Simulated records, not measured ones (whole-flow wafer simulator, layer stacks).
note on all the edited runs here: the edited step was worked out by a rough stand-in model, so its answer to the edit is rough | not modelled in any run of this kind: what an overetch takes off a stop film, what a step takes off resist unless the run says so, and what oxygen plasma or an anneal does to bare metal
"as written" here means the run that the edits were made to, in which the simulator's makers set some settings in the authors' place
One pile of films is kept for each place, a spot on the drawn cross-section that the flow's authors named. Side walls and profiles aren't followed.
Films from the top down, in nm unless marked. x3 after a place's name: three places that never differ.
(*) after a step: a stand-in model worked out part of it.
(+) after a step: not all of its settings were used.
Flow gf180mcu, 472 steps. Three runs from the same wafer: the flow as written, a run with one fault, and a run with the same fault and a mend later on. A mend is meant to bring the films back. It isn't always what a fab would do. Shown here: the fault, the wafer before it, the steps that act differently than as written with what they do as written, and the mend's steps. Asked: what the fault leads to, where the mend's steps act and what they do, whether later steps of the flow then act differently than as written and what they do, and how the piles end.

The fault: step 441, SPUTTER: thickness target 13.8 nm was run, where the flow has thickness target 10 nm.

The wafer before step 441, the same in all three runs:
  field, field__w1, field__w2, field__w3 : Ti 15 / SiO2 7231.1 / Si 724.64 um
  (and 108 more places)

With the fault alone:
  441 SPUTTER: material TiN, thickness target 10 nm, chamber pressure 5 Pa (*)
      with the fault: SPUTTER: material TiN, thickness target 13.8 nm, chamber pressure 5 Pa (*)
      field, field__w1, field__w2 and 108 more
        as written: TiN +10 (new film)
        with the fault: TiN +13.8 (new film)
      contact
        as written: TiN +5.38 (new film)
        with the fault: TiN +7.41 (new film)
  Later steps of the flow that act differently than as written (1 more step differs only slightly, by at most 2% or 0.5 nm, whichever is larger, and isn't shown):
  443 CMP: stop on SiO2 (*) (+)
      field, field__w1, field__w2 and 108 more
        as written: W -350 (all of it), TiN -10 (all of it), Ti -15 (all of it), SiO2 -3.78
        with the fault: W -350 (all of it), TiN -13.8 (all of it), Ti -15 (all of it), SiO2 -3.82
  At the end the piles differ from the flow's by more than 2% or 0.5 nm, whichever is larger, at contact.
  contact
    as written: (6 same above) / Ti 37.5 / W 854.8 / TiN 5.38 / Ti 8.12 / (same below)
    with the fault: (6 same above) / Ti 37.5 / W 852.7 / TiN 7.41 / Ti 8.12 / (same below)

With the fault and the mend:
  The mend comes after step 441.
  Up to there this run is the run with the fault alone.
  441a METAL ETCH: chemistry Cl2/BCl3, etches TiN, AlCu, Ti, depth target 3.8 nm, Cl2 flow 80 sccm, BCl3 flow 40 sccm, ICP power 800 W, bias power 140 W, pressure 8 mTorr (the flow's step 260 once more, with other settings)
      field, field__w1, field__w2 and 109 more
        TiN -3.8
  No later step of the flow acts differently than as written, at any place that is followed, by more than 2% or 0.5 nm, whichever is larger.
  At the end the piles differ from the flow's by more than 2% or 0.5 nm, whichever is larger, at contact.
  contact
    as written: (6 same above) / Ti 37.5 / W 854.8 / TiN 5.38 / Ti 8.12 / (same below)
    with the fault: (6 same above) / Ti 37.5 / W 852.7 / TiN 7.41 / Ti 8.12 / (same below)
    with the mend: (6 same above) / Ti 37.5 / W 856.6 / TiN 3.61 / Ti 8.12 / (same below)
